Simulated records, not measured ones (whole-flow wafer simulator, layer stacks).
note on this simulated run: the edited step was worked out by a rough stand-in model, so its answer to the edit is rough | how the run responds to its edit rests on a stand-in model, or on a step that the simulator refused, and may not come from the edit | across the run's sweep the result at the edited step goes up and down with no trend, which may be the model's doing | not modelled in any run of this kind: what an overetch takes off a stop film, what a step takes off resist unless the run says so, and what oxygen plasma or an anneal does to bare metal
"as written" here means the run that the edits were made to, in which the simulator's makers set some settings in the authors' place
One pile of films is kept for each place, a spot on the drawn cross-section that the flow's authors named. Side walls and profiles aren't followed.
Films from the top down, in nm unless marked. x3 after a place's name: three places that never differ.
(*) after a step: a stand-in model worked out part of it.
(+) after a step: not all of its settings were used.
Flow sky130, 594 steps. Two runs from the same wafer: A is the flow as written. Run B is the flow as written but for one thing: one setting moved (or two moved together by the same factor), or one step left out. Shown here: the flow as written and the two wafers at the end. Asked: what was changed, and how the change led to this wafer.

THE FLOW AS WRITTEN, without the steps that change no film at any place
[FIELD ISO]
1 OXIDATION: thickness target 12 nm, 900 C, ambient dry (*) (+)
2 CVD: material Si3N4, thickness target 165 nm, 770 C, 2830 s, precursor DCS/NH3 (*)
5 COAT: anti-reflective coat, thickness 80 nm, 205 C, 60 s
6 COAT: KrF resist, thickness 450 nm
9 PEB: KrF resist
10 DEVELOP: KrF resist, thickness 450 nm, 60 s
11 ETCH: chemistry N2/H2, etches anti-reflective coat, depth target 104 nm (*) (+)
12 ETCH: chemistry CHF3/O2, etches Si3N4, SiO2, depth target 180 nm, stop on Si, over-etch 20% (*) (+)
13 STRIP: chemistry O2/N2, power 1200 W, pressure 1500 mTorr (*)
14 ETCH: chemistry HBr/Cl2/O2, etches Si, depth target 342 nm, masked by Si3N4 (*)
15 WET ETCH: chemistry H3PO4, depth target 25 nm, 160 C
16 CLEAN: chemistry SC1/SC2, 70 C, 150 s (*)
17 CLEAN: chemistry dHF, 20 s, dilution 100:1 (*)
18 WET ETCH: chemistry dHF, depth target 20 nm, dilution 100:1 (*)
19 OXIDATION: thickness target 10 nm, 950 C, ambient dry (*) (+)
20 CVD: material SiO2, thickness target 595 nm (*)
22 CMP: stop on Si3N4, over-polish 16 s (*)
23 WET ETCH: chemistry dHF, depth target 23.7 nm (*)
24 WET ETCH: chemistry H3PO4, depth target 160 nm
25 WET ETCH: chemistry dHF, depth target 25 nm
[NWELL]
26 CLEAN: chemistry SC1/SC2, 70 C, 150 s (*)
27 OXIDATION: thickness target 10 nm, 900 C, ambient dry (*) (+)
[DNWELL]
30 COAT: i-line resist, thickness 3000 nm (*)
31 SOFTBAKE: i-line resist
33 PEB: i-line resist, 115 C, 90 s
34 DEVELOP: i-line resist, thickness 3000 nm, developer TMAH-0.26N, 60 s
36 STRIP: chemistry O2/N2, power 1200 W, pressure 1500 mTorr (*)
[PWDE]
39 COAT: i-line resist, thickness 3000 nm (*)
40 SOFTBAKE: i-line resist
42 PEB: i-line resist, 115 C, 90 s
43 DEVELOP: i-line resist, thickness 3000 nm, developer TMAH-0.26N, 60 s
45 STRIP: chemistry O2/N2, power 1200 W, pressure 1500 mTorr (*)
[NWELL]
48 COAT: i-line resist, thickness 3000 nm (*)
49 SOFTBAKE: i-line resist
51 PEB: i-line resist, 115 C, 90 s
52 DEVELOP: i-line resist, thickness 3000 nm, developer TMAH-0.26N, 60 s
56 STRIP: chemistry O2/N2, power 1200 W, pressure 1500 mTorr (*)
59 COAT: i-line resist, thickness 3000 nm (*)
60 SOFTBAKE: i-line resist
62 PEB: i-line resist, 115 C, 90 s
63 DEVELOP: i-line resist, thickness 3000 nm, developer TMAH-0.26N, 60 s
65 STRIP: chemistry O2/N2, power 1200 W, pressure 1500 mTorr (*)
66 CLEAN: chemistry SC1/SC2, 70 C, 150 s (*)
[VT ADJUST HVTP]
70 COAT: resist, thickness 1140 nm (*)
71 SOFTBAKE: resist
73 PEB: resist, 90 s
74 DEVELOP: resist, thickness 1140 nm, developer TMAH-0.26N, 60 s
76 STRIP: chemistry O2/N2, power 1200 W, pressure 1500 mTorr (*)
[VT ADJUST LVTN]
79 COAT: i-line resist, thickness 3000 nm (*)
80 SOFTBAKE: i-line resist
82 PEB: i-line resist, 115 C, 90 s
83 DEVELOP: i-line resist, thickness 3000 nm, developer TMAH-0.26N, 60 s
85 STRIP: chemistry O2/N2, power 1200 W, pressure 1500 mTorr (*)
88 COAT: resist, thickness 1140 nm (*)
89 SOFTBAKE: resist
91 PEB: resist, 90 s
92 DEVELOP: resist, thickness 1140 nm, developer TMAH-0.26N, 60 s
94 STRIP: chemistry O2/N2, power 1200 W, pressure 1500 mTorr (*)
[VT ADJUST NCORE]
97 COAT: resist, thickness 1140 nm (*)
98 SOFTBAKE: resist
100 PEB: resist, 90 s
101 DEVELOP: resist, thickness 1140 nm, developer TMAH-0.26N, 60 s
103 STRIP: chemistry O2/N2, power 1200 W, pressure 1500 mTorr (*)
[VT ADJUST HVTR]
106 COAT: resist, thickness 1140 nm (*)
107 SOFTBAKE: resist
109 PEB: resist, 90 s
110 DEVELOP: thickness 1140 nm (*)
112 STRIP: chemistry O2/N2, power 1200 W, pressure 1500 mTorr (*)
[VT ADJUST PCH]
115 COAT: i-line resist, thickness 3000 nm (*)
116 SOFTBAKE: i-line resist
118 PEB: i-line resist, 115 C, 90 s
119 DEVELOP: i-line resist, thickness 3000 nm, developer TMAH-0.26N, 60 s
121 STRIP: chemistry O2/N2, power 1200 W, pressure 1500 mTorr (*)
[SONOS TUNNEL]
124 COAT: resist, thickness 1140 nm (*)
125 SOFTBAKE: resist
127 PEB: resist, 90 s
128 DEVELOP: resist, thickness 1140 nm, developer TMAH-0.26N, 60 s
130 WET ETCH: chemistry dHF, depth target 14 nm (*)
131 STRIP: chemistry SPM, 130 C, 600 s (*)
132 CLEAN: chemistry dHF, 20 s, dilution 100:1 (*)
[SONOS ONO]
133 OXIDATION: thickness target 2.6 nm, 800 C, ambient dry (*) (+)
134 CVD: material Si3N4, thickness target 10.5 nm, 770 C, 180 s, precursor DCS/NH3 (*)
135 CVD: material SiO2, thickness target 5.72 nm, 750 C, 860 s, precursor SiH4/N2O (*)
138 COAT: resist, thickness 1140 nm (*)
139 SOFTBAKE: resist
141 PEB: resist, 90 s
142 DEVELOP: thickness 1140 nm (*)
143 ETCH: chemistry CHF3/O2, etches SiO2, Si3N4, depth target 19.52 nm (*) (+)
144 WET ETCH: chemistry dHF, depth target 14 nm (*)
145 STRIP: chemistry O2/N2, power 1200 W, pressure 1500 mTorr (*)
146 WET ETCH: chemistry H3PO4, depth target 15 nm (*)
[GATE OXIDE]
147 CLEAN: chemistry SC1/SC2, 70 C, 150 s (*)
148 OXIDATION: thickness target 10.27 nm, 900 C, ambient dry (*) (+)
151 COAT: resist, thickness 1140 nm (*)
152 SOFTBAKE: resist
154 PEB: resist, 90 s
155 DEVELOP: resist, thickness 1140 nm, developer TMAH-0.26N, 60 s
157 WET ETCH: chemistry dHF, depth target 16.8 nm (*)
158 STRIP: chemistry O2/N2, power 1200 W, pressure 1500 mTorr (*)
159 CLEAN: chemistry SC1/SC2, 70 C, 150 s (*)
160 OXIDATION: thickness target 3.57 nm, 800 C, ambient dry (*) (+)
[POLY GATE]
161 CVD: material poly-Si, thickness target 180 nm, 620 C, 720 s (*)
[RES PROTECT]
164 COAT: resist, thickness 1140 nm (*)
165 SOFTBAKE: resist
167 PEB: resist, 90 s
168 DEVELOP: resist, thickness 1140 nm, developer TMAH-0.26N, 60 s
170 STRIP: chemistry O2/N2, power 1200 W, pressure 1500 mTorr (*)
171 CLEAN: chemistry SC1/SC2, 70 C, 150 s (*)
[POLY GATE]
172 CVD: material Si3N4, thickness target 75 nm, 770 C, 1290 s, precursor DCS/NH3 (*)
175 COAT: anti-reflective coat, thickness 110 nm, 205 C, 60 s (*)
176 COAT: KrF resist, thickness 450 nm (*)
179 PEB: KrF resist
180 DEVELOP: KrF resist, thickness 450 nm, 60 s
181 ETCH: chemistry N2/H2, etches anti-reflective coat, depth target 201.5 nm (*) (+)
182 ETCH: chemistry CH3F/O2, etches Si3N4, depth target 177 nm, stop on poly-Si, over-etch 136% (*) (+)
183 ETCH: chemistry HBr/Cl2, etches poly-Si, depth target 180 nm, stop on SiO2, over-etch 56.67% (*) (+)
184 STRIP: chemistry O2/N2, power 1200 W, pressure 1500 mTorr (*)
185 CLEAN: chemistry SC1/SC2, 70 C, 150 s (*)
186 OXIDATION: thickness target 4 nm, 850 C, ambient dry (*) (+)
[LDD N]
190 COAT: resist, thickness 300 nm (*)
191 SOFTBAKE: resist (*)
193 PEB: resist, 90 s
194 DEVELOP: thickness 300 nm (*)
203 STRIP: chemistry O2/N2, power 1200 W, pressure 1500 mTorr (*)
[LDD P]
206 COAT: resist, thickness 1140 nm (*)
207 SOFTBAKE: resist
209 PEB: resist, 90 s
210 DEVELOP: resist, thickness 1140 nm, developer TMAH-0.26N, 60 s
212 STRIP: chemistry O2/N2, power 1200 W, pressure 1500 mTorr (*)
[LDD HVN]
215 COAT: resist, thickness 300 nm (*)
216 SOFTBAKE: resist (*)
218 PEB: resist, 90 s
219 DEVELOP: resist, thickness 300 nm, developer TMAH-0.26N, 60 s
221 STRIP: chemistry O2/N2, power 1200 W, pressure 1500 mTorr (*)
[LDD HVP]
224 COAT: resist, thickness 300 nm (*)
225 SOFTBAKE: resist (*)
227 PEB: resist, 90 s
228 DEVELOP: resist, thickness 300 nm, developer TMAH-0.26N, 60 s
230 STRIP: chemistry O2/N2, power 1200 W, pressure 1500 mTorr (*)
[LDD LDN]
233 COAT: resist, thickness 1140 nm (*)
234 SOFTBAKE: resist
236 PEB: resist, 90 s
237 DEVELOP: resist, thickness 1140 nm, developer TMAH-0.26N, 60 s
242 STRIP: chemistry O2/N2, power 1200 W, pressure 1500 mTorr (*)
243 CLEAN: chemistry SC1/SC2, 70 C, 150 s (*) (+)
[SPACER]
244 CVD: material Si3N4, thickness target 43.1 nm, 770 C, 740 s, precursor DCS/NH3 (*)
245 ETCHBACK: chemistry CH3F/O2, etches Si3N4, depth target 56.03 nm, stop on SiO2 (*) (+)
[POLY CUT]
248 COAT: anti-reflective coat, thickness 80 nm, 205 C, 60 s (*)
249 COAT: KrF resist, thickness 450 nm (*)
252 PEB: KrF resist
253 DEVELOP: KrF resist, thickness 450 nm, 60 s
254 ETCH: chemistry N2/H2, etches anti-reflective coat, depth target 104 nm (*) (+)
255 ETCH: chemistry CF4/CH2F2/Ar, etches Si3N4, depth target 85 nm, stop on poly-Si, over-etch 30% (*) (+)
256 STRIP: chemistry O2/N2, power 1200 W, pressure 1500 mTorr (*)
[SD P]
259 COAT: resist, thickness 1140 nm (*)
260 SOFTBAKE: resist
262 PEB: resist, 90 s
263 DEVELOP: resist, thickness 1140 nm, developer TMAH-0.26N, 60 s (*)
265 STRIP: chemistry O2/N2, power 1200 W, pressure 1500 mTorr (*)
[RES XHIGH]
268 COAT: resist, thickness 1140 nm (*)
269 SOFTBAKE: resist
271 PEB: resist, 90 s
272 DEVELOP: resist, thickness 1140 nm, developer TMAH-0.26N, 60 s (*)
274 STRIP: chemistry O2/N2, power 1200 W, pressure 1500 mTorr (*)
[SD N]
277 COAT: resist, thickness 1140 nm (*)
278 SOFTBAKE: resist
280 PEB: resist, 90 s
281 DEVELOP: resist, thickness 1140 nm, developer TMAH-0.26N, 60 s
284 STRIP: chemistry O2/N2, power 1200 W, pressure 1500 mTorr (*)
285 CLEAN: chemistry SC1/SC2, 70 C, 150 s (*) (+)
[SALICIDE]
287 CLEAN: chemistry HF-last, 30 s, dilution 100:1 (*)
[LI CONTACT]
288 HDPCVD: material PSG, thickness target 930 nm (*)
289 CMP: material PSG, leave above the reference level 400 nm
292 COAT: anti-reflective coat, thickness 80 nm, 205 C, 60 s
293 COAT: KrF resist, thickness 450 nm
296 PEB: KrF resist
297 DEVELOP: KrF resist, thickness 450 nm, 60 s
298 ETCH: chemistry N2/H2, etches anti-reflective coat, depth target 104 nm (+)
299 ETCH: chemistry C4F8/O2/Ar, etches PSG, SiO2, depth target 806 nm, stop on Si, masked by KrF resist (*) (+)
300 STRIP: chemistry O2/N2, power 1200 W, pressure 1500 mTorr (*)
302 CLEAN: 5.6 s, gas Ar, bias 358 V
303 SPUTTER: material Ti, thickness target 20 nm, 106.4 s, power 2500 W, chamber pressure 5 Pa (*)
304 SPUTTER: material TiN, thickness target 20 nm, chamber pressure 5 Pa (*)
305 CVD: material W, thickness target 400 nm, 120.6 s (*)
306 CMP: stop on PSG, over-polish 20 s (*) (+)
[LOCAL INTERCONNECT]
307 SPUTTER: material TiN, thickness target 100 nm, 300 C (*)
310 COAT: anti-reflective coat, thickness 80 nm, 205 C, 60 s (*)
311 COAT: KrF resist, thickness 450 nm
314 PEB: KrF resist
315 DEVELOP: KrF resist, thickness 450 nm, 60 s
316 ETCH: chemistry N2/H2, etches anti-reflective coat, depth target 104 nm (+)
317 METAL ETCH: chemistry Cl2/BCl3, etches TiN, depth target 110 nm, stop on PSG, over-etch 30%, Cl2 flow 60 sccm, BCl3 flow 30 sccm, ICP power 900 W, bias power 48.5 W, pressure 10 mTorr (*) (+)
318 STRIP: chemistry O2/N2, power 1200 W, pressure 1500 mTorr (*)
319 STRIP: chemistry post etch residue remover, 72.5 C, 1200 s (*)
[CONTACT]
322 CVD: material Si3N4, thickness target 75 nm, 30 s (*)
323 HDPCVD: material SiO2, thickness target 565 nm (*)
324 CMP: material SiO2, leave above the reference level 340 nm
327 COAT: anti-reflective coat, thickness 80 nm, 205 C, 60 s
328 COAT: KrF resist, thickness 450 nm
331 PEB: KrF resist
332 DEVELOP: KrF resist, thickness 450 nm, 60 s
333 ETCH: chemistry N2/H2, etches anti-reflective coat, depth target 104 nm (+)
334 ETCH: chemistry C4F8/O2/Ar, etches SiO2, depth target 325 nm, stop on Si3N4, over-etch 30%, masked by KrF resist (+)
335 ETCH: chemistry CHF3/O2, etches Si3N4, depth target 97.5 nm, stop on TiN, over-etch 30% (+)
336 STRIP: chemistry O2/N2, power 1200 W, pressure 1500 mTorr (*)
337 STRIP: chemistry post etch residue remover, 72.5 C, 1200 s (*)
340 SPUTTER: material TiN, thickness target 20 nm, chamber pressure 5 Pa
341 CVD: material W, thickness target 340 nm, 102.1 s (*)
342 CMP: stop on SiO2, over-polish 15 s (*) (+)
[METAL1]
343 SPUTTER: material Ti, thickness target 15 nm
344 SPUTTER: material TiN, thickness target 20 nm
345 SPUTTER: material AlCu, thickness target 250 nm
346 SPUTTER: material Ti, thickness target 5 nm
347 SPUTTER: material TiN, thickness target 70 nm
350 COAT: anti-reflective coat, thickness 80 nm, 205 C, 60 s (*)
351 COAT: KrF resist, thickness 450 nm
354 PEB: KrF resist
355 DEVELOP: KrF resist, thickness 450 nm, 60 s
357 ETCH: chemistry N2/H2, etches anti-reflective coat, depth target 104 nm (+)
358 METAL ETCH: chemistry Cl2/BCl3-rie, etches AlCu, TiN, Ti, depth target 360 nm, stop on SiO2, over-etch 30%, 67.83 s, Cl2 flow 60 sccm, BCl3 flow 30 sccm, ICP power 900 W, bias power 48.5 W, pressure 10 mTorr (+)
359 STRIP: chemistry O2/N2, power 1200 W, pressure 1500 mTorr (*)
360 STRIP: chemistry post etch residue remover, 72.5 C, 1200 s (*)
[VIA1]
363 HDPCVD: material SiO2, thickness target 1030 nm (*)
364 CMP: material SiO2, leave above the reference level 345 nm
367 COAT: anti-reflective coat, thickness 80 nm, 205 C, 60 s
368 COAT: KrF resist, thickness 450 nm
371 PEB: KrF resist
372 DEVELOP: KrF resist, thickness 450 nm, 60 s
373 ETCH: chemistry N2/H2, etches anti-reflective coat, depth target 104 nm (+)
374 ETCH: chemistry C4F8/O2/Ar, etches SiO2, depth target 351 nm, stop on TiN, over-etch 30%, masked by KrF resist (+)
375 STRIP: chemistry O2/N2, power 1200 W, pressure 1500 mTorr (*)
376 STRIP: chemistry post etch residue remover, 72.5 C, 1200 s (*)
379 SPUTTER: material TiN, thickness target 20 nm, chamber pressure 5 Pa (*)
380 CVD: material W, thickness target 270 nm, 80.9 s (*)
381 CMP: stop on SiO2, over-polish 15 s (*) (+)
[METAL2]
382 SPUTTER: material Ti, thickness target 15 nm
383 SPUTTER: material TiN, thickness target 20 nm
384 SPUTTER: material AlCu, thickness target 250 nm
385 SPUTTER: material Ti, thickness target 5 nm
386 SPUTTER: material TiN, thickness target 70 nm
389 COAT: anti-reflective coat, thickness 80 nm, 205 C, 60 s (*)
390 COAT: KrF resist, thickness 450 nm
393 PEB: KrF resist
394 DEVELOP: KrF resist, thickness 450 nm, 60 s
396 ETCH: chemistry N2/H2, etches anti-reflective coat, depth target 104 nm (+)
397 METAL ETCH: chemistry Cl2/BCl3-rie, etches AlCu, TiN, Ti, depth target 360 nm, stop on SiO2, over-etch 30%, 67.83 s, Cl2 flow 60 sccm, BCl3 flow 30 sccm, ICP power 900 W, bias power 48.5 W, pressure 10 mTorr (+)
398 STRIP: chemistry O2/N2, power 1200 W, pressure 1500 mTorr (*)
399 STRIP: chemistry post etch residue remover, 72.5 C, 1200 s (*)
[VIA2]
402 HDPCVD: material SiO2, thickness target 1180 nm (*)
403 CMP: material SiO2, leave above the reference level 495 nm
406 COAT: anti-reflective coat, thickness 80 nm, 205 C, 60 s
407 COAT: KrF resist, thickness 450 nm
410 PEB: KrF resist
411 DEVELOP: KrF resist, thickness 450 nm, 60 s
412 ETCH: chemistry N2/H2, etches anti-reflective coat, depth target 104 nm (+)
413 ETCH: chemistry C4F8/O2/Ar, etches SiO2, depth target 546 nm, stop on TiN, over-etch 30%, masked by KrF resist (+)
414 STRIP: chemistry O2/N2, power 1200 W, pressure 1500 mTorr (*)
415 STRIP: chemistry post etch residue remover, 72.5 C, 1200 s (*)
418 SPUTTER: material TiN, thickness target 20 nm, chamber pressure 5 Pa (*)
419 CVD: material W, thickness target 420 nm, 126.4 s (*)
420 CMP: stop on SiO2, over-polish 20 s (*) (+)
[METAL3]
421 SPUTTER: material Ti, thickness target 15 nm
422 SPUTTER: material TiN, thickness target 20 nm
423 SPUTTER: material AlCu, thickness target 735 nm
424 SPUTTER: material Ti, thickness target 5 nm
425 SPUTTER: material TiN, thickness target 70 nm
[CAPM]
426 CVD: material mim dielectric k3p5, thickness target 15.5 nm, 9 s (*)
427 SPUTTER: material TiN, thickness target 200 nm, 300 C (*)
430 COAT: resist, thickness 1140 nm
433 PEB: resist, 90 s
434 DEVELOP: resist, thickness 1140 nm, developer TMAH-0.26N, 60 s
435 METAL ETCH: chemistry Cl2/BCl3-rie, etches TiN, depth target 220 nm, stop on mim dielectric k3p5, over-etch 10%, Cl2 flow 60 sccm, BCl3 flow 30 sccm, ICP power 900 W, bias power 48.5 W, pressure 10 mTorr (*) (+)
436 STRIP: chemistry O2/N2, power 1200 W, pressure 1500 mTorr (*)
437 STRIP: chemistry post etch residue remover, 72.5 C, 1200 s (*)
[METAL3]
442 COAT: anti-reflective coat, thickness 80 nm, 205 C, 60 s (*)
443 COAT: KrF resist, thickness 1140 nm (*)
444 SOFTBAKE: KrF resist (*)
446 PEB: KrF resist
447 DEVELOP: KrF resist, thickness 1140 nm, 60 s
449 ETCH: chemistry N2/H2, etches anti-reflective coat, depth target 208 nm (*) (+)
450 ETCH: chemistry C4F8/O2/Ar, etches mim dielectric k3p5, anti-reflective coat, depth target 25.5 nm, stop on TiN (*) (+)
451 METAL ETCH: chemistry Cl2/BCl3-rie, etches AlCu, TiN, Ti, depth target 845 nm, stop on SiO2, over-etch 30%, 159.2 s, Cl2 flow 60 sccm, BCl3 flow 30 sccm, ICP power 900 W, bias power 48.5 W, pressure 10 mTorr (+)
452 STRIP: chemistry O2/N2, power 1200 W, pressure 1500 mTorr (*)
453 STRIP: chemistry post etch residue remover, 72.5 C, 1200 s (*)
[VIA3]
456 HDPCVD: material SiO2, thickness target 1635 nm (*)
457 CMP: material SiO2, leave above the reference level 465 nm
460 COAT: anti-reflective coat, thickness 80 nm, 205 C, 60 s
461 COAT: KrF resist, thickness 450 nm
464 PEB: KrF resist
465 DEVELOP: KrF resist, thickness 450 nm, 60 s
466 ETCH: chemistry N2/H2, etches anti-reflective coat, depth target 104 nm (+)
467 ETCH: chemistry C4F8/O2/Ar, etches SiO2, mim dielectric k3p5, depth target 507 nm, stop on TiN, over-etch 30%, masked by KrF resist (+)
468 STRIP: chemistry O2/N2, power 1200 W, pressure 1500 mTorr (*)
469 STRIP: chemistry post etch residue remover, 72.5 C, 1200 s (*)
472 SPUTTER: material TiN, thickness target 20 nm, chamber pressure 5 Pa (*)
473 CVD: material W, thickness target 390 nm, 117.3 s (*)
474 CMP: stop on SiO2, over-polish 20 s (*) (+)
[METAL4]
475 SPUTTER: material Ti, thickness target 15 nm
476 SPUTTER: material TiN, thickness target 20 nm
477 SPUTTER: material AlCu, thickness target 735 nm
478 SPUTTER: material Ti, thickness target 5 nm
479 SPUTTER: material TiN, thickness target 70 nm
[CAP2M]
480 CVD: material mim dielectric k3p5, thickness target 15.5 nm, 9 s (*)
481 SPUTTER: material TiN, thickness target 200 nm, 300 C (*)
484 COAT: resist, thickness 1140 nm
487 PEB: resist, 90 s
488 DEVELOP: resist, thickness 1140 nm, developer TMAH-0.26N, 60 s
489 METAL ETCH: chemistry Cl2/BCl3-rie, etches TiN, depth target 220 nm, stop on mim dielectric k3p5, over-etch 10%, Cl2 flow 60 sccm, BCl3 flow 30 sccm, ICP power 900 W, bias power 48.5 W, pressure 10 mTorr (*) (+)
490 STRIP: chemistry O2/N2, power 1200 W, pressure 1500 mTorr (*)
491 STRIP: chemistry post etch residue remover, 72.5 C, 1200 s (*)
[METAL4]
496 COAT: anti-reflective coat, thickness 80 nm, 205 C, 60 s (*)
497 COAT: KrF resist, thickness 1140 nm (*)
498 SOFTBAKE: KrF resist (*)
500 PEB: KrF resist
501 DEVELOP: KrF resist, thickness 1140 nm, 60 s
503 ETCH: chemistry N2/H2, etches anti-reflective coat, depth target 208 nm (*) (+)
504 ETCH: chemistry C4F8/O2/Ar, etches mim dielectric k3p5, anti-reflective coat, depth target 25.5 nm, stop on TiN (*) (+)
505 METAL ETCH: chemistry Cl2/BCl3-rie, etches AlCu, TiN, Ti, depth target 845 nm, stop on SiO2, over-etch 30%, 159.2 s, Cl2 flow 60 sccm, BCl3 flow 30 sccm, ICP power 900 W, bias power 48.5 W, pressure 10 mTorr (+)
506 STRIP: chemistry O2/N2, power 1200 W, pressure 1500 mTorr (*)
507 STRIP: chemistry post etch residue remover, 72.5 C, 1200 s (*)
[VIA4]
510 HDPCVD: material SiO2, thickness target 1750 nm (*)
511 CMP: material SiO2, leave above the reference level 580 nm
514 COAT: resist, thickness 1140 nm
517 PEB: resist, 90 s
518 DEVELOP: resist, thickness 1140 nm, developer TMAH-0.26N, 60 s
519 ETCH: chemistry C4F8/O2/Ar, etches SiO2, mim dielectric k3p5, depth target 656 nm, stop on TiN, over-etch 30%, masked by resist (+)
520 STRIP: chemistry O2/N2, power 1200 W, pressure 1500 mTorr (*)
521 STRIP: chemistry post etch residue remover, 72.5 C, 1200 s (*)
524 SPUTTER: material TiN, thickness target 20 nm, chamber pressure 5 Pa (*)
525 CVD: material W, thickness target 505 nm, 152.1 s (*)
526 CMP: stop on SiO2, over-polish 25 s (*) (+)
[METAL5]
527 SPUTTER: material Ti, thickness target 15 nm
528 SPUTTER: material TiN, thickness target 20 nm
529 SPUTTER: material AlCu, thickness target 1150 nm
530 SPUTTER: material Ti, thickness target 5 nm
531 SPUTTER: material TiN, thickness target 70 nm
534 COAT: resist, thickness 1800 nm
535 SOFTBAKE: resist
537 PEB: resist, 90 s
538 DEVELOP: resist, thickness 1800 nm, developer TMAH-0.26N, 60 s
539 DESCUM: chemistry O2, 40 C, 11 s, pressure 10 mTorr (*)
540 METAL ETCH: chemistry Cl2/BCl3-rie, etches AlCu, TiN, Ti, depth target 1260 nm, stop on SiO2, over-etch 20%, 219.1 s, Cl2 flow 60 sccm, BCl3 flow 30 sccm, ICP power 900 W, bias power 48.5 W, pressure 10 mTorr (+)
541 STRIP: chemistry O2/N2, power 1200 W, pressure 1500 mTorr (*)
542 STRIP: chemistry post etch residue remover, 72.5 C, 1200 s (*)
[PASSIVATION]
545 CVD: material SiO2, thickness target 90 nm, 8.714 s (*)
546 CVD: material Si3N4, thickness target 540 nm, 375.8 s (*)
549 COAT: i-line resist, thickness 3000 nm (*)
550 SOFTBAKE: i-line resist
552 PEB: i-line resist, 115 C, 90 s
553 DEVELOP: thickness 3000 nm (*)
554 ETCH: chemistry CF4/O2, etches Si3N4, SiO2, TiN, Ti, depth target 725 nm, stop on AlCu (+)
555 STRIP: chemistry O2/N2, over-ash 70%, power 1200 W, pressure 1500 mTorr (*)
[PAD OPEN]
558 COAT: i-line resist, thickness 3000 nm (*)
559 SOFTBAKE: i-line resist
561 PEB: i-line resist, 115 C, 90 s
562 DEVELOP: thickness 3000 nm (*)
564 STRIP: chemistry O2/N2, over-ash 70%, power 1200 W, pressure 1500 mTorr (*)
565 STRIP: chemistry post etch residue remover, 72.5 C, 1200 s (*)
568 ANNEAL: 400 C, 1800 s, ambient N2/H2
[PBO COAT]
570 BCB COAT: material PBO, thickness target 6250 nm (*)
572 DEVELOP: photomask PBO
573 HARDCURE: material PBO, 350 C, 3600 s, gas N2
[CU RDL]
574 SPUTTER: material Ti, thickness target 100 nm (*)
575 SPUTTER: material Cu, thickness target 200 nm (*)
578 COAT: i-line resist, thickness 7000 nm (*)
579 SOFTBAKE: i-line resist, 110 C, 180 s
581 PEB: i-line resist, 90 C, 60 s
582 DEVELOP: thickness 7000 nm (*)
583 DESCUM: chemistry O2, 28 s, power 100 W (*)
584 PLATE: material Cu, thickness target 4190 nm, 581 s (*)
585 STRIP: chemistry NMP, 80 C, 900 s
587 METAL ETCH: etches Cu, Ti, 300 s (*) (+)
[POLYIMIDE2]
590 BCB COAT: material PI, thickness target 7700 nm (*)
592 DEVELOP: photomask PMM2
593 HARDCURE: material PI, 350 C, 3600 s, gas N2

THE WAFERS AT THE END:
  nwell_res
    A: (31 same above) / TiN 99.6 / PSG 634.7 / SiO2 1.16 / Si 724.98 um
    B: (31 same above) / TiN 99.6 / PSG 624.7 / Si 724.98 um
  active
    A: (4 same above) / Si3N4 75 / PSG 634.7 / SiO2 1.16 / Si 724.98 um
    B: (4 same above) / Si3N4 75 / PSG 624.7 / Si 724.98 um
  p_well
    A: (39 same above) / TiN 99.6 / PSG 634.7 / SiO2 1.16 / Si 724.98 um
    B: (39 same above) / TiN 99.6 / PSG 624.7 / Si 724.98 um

The cause: step 245, ETCHBACK: depth target 67.24 nm was run, where the flow has depth target 56.03 nm.

How the change led to this, step by step:
  245 ETCHBACK: chemistry CH3F/O2, etches Si3N4, depth target 56.03 nm, stop on SiO2 (*) (+)
      field, active, p_well and 101 more: A Si3N4 -43.1 (all of it), SiO2 -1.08 | B Si3N4 -43.1 (all of it), SiO2 -2.01
      n_well, gate, gate_hv and 74 more: A Si3N4 -56 | B Si3N4 -67.2
  248 COAT: anti-reflective coat, thickness 80 nm, 205 C, 60 s (*)
      active_p, active_p_hvt: A anti-reflective coat +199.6 (new film) | B anti-reflective coat +192.4 (new film)
      active: A anti-reflective coat +212.8 (new film) | B anti-reflective coat +204.4 (new film)
      (and at 67 more places)
  249 COAT: KrF resist, thickness 450 nm (*)
      n_well: A KrF resist +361 (new film) | B KrF resist +369 (new film)
      pad: A KrF resist +351.3 (new film) | B KrF resist +359.3 (new film)
      (and at 11 more places)
  253 DEVELOP: KrF resist, thickness 450 nm, 60 s
      rxpo_ln: A KrF resist -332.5 (all of it) | B KrF resist -339.7 (all of it)
  254 ETCH: chemistry N2/H2, etches anti-reflective coat, depth target 104 nm (*) (+)
      rpo_hd: A anti-reflective coat -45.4 (all of it), Si3N4 -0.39 | B anti-reflective coat -46.4 (all of it), Si3N4 -0.39
      rxpo_ln: A anti-reflective coat -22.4 (all of it), Si3N4 -0.69 | B anti-reflective coat -20.5 (all of it), Si3N4 -0.73
  255 ETCH: chemistry CF4/CH2F2/Ar, etches Si3N4, depth target 85 nm, stop on poly-Si, over-etch 30% (*) (+)
      field, active, n_well and 180 more: A KrF resist -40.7 | B KrF resist -33.5
      rpo_wd, rxpo_wd: A Si3N4 -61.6 (all of it), chemical SiO2 -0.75 (all of it) | B Si3N4 -50.4 (all of it), chemical SiO2 -0.75 (all of it)
      (and at 5 more places)
  256 STRIP: chemistry O2/N2, power 1200 W, pressure 1500 mTorr (*)
      active: A KrF resist -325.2 (all of it), anti-reflective coat -212.8 (all of it) | B KrF resist -335.6 (all of it), anti-reflective coat -204.4 (all of it)
      n_well: A KrF resist -262.3 (all of it), anti-reflective coat -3 (all of it) | B KrF resist -276.8 (all of it), anti-reflective coat -3 (all of it)
      (and at 108 more places)
  260 SOFTBAKE: resist
      rpm_encl_psd: A nothing | B resist +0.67
  269 SOFTBAKE: resist
      rpm_encl_psd: A nothing | B resist +0.67
  278 SOFTBAKE: resist
      rpm_encl_psd: A nothing | B resist +0.67
  287 CLEAN: chemistry HF-last, 30 s, dilution 100:1 (*)
      active, p_well, sd_n and 19 more: A SiO2 -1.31 | B SiO2 -1.53 (all of it)
  289 CMP: material PSG, leave above the reference level 400 nm
      mim, vpp_sp, vpp_ln and 30 more: A PSG -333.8 | B PSG -344
      active, p_well, sd_n and 19 more: A PSG -285.8 | B PSG -295.9
      (and at 58 more places)
  299 ETCH: chemistry C4F8/O2/Ar, etches PSG, SiO2, depth target 806 nm, stop on Si, masked by KrF resist (*) (+)
      contact, ndiff_licon, ndiff_licon_cpp: A PSG -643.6 (all of it), SiO2 -1.16 (all of it) | B PSG -633.5 (all of it)
      poly_licon, rpo_hd_licon: A PSG -411.9 (all of it) | B PSG -400.7 (all of it)
  306 CMP: stop on PSG, over-polish 20 s (*) (+)
      poly_licon: A W -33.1 | B W -44.4
